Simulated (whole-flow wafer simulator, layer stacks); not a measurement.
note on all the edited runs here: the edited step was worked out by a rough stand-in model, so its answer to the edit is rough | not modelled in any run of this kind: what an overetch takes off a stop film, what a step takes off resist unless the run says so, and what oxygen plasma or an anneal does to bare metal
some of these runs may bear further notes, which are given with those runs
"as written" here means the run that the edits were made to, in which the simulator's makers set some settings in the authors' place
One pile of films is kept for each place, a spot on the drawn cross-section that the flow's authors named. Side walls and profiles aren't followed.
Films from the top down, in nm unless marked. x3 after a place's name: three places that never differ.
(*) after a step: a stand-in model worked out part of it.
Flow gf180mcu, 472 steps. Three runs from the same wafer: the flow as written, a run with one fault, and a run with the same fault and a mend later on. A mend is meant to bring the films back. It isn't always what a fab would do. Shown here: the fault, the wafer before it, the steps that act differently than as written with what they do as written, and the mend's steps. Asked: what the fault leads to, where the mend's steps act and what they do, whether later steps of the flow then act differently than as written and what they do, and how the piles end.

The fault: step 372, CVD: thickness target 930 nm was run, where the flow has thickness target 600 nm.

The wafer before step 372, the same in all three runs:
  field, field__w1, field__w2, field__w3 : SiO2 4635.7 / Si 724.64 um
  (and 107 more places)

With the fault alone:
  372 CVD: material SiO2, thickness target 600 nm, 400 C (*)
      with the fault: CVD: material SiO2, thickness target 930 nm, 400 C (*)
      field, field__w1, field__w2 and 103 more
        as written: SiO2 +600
        with the fault: SiO2 +930
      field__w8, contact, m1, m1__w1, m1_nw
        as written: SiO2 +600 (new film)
        with the fault: SiO2 +930 (new film)
  Later steps of the flow that act differently than as written:
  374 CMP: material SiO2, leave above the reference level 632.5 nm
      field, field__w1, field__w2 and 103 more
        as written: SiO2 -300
        with the fault: SiO2 -630
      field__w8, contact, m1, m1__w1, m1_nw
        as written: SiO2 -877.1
        with the fault: SiO2 -1207.1
  At the end the piles are the same as the flow's at every place that both follow.

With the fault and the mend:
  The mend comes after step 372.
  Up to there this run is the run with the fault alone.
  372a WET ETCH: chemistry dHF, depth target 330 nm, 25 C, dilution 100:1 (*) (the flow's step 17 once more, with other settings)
      field, field__w1, field__w2 and 108 more
        SiO2 -330
  No later step of the flow acts differently than as written at any place that is followed.
  At the end the piles are the same as the flow's at every place that both follow.
